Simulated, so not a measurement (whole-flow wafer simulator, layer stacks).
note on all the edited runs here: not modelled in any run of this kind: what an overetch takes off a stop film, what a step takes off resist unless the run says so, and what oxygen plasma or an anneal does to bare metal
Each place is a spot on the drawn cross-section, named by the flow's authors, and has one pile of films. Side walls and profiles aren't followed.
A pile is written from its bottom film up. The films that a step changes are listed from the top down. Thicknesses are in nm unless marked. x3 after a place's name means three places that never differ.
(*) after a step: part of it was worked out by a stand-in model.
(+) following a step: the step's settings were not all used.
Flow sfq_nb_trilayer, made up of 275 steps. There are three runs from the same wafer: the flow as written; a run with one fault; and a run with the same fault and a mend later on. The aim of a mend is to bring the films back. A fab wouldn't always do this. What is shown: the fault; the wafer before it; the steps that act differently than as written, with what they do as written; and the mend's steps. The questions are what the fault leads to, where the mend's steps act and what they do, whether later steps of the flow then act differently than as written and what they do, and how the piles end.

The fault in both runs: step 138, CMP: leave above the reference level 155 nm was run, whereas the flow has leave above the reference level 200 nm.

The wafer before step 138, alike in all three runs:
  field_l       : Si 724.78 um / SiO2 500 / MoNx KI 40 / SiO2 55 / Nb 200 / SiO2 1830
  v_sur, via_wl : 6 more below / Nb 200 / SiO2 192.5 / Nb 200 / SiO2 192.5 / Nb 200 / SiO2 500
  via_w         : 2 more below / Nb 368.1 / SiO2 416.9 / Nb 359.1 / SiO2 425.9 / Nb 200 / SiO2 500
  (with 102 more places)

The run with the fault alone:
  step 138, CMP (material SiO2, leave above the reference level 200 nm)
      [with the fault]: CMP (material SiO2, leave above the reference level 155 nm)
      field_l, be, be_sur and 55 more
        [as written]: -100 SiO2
        [with the fault]: -145 SiO2
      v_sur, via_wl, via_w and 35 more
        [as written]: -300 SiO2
        [with the fault]: -345 SiO2
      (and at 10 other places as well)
  Steps later in the flow that act otherwise than as written (not shown: 6 more steps that differ only slightly, by at most 2% or 0.5 nm, whichever is larger):
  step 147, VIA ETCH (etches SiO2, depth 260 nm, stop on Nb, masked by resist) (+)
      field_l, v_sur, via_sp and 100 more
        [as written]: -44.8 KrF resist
        [with the fault]: -40 KrF resist
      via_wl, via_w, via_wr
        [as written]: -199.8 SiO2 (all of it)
        [with the fault]: -154.8 SiO2 (all of it)
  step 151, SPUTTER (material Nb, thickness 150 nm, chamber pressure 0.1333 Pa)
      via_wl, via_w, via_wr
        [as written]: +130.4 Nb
        [with the fault]: +135.6 Nb
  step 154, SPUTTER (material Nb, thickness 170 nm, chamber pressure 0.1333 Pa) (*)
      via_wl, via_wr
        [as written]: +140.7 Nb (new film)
        [with the fault]: +148.5 Nb (new film)
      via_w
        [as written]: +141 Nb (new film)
        [with the fault]: +148.8 Nb (new film)
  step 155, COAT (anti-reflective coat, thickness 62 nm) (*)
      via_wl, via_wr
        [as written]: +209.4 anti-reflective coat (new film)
        [with the fault]: +167 anti-reflective coat (new film)
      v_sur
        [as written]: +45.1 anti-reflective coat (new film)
        [with the fault]: +47.1 anti-reflective coat (new film)
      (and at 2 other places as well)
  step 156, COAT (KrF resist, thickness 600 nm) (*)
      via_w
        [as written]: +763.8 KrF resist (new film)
        [with the fault]: +721 KrF resist (new film)
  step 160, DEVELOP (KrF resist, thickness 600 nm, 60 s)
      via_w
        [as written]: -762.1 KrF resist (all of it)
        [with the fault]: -719.5 KrF resist (all of it)
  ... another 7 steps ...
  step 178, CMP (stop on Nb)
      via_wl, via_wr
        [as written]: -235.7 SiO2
        [with the fault]: -285.9 SiO2
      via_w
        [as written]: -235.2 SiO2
        [with the fault]: -285.4 SiO2
  By the end, the piles at v_sur, via_wl, via_w and 78 more depart from the flow's by more than 2% or 0.5 nm, whichever is larger.
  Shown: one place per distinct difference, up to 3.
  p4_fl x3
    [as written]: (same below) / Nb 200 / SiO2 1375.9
    [with the fault]: (same below) / Nb 200 / SiO2 1330.9
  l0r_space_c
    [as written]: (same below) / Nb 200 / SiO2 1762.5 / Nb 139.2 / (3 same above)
    [with the fault]: (same below) / Nb 200 / SiO2 1717.5 / Nb 139.2 / (3 same above)
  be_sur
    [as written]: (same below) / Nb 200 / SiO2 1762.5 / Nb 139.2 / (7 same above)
    [with the fault]: (same below) / Nb 200 / SiO2 1717.5 / Nb 139.2 / (7 same above)

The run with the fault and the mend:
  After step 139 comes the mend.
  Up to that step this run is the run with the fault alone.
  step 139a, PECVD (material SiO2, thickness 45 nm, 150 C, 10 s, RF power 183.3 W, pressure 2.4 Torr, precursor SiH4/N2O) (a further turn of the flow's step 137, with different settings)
      field_l, v_sur, via_wl and 103 more
        +45 SiO2
  None of the later steps of the flow differs from how it acts as written, at any place that is followed, by more than 2% or 0.5 nm, whichever is larger.
  At the end the piles are close to the flow's at the places that both follow, differing by at most 2% or 0.5 nm, whichever is larger.
